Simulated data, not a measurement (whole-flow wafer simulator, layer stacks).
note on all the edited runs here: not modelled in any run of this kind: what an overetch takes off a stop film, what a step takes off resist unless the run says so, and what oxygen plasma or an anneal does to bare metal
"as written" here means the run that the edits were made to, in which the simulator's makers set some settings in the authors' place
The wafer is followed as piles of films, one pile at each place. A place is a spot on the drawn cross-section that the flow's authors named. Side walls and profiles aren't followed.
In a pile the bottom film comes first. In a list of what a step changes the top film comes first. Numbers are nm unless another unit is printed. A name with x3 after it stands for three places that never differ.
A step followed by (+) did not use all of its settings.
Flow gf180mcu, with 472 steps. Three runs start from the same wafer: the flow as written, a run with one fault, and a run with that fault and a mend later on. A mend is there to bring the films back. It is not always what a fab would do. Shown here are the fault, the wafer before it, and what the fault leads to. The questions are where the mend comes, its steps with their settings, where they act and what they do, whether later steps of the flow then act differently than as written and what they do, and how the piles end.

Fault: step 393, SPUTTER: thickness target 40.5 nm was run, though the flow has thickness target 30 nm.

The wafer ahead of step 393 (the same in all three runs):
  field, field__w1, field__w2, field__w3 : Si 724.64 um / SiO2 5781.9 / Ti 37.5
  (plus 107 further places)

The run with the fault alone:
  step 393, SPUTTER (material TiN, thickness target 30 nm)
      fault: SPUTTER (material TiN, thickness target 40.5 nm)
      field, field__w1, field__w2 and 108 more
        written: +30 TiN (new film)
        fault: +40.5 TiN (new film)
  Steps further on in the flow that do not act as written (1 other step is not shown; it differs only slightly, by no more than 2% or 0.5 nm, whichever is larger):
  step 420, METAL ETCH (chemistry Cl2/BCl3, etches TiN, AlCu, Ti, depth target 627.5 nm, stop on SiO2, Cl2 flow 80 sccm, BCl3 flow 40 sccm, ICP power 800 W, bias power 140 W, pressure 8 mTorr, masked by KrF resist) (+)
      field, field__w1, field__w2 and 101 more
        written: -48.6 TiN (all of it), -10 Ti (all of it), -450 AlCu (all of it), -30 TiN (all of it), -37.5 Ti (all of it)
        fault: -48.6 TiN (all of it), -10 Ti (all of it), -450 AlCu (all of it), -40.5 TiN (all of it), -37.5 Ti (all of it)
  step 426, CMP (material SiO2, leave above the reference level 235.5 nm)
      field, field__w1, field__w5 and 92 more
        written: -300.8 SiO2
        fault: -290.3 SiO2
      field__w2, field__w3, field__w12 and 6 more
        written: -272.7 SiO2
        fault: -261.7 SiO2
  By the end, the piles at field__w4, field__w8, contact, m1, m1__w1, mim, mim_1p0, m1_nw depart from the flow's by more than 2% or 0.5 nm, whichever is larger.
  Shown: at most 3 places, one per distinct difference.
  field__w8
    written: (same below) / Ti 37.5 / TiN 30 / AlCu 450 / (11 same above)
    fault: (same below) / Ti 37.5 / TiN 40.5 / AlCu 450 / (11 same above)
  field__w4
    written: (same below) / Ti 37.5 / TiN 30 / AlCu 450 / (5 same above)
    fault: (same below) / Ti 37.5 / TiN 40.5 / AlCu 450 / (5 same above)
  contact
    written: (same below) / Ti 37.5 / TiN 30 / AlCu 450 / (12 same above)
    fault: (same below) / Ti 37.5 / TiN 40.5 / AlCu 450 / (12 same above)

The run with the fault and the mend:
  The mend follows step 393.
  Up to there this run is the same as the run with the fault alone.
  step 393a, METAL ETCH (chemistry Cl2/BCl3, etches TiN, AlCu, Ti, depth target 10.5 nm, Cl2 flow 80 sccm, BCl3 flow 40 sccm, ICP power 800 W, bias power 140 W, pressure 8 mTorr) (the flow's step 260 again, with other settings)
      field, field__w1, field__w2 and 108 more
        -10.5 TiN
  Every later step of the flow that is run acts as written at every place that is followed.
  The piles end the same as the flow's at every place that both follow.
